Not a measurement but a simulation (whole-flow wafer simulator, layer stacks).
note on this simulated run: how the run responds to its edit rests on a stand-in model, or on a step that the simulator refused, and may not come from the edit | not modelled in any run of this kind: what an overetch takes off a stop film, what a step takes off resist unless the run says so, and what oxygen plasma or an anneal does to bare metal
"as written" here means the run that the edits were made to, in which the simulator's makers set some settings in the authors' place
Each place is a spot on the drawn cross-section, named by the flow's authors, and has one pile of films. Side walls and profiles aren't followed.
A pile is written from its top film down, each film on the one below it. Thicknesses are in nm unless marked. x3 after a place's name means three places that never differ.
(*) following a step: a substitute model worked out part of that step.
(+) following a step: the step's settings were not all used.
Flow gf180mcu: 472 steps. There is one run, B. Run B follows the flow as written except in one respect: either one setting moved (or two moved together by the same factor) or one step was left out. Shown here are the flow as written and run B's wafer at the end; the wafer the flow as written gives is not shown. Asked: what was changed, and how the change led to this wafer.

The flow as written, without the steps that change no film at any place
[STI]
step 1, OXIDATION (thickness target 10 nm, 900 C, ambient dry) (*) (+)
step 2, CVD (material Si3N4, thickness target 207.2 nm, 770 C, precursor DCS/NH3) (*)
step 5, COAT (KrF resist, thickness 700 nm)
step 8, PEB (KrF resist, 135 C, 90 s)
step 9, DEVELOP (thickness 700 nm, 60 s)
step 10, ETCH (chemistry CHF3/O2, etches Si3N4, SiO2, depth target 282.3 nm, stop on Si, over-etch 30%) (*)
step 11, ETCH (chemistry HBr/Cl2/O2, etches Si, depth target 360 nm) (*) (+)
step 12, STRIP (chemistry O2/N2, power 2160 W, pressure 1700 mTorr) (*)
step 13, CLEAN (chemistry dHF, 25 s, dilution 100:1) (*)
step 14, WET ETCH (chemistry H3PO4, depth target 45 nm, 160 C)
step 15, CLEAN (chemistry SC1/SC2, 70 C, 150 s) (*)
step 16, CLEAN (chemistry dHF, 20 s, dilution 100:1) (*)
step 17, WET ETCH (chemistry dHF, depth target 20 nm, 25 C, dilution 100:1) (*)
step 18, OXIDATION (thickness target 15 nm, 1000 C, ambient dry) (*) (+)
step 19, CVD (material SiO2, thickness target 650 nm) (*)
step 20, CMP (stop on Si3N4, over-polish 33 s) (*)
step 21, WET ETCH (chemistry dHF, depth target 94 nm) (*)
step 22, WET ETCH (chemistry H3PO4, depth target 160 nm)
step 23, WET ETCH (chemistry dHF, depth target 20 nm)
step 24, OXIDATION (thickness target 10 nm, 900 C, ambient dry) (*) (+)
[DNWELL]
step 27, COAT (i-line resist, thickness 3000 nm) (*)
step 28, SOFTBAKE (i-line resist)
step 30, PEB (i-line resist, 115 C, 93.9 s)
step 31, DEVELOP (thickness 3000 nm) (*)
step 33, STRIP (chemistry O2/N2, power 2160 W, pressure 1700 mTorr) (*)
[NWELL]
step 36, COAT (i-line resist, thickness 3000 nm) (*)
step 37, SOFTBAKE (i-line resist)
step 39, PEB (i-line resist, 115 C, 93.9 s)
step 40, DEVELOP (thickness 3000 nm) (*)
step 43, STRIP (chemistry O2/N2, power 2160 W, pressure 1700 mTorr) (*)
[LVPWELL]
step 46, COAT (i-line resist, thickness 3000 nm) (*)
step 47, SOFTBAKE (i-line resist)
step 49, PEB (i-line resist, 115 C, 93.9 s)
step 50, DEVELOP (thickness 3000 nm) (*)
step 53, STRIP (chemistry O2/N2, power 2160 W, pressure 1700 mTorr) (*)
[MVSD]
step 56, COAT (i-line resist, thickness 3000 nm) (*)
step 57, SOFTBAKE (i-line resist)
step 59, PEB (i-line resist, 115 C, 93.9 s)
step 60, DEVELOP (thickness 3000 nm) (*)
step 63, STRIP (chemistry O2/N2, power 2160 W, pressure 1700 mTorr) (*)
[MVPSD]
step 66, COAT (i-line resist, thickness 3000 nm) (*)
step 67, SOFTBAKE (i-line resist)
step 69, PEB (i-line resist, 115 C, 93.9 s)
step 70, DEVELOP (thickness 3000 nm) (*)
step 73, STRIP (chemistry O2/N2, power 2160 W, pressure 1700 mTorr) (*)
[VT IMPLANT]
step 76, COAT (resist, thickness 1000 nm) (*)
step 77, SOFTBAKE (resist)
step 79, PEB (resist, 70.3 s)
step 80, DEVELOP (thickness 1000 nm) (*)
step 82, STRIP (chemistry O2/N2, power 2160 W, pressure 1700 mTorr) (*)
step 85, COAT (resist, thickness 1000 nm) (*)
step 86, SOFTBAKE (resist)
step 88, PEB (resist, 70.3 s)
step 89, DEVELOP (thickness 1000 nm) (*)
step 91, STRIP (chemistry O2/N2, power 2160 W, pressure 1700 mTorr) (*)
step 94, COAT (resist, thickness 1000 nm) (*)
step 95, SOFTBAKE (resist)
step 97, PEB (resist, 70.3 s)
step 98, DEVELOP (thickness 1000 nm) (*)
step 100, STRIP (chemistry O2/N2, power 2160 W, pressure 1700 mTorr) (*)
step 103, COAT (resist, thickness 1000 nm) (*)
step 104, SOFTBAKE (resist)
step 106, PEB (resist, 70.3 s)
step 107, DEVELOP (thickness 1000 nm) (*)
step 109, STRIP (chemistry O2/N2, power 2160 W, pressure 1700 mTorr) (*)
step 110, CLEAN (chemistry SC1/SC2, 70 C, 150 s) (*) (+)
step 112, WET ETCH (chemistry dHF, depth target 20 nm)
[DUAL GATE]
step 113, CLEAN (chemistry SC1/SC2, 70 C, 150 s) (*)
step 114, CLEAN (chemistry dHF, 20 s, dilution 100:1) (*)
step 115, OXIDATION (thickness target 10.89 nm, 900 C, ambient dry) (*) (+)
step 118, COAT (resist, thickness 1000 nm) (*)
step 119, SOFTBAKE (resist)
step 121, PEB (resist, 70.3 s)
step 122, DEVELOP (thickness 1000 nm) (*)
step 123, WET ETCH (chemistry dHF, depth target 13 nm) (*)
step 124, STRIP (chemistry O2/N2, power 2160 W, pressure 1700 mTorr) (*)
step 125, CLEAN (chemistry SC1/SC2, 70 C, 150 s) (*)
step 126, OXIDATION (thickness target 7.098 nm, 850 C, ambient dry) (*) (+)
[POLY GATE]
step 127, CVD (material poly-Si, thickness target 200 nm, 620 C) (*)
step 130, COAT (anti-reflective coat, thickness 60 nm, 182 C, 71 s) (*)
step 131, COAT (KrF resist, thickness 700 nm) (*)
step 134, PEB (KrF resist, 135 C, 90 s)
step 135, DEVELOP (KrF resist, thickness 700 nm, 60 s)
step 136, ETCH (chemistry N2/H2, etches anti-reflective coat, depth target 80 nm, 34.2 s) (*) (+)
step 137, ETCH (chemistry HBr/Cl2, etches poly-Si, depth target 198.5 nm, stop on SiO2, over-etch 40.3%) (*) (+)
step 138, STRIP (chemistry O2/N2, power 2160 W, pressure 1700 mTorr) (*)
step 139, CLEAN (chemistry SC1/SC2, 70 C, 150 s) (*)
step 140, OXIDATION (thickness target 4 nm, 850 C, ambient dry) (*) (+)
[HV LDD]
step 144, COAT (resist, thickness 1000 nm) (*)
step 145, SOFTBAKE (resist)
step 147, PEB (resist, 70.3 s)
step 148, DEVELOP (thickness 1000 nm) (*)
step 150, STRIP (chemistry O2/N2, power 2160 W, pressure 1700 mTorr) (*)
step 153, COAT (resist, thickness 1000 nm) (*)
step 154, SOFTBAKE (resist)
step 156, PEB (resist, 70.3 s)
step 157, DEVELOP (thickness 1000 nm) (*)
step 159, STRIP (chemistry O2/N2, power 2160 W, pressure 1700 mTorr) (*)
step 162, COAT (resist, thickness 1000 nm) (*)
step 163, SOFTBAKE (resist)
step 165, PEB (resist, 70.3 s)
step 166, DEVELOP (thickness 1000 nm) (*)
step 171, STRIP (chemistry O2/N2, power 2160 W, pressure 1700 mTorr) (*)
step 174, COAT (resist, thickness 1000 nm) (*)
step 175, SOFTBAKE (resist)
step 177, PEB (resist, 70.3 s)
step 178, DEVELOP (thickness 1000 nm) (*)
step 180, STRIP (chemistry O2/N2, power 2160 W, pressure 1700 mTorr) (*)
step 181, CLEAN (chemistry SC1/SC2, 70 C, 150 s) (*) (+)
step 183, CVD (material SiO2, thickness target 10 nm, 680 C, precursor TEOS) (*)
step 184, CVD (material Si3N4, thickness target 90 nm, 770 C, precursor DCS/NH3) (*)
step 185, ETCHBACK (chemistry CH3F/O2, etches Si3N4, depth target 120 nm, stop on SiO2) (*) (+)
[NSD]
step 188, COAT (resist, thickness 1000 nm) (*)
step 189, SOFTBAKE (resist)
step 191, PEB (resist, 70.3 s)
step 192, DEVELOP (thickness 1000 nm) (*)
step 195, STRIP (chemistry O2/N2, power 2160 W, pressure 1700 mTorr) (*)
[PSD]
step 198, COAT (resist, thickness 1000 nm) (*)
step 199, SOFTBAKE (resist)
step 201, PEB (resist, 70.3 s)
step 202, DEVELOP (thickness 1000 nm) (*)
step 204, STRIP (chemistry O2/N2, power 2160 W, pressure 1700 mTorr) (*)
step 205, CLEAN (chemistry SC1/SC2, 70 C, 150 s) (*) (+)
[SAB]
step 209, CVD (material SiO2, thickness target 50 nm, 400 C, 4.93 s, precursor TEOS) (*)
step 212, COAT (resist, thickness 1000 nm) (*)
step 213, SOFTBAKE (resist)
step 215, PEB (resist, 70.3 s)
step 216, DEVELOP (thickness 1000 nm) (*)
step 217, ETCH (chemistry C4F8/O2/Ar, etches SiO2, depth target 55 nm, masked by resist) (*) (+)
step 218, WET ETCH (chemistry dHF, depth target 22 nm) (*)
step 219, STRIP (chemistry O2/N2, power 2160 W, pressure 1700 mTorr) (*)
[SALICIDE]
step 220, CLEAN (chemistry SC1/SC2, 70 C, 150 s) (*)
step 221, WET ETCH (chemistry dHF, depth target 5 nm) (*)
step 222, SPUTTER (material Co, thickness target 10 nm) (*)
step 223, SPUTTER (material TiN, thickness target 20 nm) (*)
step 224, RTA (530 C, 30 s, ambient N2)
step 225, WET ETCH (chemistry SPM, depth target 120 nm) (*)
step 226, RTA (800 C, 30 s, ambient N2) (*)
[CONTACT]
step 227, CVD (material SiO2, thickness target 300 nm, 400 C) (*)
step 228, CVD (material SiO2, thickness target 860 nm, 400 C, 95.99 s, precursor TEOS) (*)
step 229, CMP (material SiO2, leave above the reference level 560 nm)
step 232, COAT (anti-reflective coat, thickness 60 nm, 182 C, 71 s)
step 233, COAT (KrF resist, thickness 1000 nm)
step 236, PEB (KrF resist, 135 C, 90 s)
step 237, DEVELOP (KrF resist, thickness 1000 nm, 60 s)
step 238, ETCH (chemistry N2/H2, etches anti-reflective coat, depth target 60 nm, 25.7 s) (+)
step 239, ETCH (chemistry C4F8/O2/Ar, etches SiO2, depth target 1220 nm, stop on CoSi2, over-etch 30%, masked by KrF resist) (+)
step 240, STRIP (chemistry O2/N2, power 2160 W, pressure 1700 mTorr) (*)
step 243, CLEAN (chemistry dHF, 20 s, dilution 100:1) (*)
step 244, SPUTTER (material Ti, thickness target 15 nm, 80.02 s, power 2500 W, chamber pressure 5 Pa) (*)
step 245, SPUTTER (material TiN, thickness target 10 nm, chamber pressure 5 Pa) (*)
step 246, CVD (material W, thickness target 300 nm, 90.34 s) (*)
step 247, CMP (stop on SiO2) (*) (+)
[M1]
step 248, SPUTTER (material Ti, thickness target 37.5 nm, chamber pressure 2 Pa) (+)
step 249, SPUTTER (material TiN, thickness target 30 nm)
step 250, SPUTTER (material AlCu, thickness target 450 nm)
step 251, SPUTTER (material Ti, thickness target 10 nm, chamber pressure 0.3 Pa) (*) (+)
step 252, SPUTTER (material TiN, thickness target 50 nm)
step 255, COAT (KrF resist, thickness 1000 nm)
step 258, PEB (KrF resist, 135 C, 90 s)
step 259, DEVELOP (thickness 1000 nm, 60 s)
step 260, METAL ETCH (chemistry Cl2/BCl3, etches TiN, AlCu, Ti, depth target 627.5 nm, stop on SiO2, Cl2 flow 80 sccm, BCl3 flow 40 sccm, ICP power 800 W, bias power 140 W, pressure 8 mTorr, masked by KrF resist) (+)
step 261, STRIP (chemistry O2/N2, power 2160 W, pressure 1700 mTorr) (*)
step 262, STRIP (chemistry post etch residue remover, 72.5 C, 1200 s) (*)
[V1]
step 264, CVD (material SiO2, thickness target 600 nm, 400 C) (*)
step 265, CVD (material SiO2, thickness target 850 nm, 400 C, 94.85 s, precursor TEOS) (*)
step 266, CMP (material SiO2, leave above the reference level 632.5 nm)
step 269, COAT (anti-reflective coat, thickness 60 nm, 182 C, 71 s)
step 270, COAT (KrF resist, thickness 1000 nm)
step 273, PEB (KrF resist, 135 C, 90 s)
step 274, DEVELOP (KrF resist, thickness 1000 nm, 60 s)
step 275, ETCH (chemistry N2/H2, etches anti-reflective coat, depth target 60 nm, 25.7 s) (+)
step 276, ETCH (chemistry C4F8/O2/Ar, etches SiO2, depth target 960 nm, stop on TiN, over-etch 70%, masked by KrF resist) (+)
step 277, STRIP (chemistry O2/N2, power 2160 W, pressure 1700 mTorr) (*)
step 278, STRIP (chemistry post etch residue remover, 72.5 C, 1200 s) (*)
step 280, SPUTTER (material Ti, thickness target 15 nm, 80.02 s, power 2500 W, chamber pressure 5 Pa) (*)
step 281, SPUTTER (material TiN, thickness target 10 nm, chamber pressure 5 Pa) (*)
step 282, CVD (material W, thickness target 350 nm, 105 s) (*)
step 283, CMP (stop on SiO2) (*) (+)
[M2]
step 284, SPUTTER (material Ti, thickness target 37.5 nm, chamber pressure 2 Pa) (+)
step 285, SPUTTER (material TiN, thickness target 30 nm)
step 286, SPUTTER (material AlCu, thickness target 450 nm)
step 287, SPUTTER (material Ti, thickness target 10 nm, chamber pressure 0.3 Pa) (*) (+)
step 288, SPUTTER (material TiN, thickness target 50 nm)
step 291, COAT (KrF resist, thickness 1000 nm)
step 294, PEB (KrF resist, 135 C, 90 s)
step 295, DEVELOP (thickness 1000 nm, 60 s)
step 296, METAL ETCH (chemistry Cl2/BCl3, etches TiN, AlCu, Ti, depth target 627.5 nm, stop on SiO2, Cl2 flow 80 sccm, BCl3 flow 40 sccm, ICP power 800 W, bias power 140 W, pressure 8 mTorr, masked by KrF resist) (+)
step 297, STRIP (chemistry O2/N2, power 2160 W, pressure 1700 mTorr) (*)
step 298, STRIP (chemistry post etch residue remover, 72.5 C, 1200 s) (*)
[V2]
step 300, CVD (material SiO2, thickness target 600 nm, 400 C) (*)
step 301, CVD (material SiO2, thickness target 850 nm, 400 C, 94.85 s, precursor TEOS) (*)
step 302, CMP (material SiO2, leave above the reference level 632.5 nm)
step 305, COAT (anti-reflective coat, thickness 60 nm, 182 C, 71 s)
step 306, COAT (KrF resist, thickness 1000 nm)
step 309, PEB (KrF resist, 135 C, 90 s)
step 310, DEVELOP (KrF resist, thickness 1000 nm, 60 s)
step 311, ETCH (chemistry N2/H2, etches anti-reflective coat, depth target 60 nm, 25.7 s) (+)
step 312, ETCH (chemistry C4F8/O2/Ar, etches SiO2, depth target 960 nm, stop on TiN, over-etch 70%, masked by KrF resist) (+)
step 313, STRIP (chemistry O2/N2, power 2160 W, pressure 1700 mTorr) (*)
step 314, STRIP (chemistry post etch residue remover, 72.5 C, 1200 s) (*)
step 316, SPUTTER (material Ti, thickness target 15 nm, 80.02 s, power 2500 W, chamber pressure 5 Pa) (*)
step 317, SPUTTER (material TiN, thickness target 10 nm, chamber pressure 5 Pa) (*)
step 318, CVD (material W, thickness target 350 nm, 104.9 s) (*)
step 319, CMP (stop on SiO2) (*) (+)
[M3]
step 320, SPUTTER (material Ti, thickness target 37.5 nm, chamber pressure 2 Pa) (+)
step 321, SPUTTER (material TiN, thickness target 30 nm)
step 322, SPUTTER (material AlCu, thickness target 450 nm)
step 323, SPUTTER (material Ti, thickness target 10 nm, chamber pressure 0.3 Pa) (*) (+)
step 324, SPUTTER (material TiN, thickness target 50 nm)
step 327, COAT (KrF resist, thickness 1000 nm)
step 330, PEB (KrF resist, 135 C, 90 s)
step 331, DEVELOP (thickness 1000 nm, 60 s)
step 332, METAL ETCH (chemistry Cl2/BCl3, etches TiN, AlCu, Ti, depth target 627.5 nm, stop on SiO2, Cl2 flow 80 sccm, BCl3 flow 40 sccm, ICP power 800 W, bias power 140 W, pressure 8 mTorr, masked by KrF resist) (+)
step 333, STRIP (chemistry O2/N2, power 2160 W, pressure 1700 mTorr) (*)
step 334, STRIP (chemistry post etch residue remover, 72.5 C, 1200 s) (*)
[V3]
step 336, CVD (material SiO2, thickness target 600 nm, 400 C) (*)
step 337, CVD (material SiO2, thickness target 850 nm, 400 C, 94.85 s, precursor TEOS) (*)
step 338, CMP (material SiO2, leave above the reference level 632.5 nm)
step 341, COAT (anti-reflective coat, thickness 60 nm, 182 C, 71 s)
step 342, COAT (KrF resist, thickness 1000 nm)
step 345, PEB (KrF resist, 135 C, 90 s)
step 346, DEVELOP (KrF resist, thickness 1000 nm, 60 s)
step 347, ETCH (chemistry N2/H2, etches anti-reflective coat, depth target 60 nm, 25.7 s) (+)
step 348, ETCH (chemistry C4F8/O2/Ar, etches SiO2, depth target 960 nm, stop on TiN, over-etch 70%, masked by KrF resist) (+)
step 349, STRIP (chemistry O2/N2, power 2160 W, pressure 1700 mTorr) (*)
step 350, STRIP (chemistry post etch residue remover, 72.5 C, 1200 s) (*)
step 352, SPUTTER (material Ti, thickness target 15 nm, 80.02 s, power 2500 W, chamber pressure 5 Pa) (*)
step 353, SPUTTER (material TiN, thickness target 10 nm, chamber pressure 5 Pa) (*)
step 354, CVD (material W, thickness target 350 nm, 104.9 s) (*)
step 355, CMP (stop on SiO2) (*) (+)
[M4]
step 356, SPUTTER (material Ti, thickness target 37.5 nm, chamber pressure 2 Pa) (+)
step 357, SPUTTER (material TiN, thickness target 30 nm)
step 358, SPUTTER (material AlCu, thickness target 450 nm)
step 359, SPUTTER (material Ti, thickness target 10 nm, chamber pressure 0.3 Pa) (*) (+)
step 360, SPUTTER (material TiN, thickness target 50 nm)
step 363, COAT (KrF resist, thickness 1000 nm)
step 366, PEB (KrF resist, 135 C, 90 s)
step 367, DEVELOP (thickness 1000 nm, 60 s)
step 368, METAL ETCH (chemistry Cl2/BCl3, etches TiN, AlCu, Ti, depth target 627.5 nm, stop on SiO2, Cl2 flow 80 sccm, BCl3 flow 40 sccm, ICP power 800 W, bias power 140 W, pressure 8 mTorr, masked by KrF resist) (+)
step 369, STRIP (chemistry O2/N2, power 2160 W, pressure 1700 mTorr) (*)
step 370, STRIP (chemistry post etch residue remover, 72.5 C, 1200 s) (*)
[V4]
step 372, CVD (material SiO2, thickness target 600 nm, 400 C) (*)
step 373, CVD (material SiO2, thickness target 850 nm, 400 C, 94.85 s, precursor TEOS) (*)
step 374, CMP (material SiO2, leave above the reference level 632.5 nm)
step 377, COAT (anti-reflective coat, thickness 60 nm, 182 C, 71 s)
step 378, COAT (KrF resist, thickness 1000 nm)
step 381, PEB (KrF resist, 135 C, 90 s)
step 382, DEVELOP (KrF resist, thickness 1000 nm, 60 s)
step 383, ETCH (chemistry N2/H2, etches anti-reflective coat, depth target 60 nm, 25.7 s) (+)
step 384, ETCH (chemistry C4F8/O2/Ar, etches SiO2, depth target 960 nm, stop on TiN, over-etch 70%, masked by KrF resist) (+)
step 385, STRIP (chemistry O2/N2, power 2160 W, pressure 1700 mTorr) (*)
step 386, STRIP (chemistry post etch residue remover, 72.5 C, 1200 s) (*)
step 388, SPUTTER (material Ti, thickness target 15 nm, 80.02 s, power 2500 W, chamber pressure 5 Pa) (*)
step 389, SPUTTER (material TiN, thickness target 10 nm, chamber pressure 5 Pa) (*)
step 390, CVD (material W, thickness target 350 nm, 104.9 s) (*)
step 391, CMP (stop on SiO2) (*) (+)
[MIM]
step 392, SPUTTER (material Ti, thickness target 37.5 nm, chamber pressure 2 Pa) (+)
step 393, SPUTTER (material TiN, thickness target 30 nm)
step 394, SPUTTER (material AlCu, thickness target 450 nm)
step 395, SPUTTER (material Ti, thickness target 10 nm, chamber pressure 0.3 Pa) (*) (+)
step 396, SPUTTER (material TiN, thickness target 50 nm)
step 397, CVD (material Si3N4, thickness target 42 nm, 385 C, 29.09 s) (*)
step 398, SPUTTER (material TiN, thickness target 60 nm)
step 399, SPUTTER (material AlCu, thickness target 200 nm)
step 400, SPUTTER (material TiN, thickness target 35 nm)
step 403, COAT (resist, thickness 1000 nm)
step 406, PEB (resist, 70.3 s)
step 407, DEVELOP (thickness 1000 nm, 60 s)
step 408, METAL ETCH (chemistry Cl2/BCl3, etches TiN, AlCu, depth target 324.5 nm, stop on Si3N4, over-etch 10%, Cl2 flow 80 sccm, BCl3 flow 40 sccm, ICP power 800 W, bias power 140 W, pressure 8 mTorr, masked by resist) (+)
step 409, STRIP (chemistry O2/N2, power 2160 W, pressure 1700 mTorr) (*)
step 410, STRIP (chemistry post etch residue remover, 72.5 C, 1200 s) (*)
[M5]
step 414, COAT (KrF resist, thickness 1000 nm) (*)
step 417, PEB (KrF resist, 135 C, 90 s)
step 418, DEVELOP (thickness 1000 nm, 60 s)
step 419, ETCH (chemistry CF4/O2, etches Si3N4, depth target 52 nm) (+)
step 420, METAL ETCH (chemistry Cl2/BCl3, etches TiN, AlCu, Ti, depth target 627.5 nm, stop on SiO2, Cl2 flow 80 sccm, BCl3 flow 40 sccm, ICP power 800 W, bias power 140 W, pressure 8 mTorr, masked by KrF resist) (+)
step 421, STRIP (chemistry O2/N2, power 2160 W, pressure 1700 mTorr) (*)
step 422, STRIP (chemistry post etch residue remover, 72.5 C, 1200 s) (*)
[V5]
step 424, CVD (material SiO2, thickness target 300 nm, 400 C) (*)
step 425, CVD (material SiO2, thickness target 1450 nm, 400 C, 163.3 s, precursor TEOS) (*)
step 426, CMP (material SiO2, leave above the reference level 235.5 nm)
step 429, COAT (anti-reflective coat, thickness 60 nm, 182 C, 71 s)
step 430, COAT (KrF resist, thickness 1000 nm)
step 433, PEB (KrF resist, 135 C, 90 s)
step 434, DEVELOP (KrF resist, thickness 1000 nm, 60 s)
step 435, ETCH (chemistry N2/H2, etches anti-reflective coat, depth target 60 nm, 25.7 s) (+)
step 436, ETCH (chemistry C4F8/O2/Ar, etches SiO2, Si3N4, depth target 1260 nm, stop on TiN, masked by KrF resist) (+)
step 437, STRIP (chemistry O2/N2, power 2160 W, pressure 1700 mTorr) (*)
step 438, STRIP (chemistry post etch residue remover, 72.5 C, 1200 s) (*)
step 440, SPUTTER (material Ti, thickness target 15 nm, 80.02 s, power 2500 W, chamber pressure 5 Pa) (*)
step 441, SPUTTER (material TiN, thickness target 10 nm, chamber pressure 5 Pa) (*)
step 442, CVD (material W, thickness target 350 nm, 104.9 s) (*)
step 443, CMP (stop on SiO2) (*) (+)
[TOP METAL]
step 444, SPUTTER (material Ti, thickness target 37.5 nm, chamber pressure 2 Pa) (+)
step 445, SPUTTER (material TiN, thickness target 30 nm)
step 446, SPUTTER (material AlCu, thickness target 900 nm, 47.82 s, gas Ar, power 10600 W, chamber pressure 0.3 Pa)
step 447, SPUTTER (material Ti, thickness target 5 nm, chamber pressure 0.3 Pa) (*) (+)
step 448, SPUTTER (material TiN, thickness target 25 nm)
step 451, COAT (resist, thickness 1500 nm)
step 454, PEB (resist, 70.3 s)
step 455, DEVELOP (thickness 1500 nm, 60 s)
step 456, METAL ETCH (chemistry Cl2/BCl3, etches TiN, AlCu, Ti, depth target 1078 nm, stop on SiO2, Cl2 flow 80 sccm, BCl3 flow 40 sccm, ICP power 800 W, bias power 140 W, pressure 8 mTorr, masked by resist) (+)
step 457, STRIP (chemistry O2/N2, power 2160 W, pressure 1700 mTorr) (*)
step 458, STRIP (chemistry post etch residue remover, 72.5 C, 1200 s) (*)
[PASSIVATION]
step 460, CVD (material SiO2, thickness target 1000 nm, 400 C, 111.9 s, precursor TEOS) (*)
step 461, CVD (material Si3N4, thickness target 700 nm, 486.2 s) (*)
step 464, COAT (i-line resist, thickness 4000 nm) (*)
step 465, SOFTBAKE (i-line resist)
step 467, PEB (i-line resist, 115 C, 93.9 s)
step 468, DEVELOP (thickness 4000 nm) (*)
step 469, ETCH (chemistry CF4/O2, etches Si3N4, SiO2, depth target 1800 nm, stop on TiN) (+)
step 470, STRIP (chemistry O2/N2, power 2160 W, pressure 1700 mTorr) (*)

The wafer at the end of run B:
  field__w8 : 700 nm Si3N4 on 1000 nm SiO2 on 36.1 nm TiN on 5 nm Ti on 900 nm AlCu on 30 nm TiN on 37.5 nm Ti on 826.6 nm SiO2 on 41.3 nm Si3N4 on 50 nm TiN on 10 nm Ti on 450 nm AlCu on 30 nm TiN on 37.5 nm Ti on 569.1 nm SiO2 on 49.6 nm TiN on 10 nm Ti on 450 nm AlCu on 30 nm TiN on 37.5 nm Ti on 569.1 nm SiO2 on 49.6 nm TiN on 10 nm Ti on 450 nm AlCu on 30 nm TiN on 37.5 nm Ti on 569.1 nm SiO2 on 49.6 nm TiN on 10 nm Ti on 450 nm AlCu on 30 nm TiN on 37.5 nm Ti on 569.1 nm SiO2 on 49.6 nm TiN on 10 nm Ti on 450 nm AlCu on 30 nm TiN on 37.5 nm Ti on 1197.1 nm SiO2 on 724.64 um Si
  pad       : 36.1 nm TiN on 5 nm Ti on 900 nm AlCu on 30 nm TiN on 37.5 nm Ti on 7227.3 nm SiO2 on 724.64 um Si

What caused this: step 448, SPUTTER: thickness target 36.5 nm was run, though the flow has thickness target 25 nm.

Step by step, how the change led to this:
  step 448, SPUTTER (material TiN, thickness target 25 nm)
      field, field__w1, field__w2 and 109 more: TiN gains 36.5 (new film) (it would be, as written: TiN gains 25 (new film))
  step 456, METAL ETCH (chemistry Cl2/BCl3, etches TiN, AlCu, Ti, depth target 1078 nm, stop on SiO2, Cl2 flow 80 sccm, BCl3 flow 40 sccm, ICP power 800 W, bias power 140 W, pressure 8 mTorr, masked by resist) (+)
      field, field__w1, field__w2 and 103 more: TiN loses 36.5 (all of it), Ti loses 5 (all of it), AlCu loses 900 (all of it), TiN loses 30 (all of it), Ti loses 37.5 (all of it) (it would be, as written: TiN loses 25 (all of it), Ti loses 5 (all of it), AlCu loses 900 (all of it), TiN loses 30 (all of it), Ti loses 37.5 (all of it))
  step 465, SOFTBAKE (i-line resist)
      gate: i-line resist loses 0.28 (it would be, as written: i-line resist gains 1.79)
      field__w11, field__w13: i-line resist gains 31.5 (it would be, as written: i-line resist gains 37.6)
      (and at 57 other places as well)
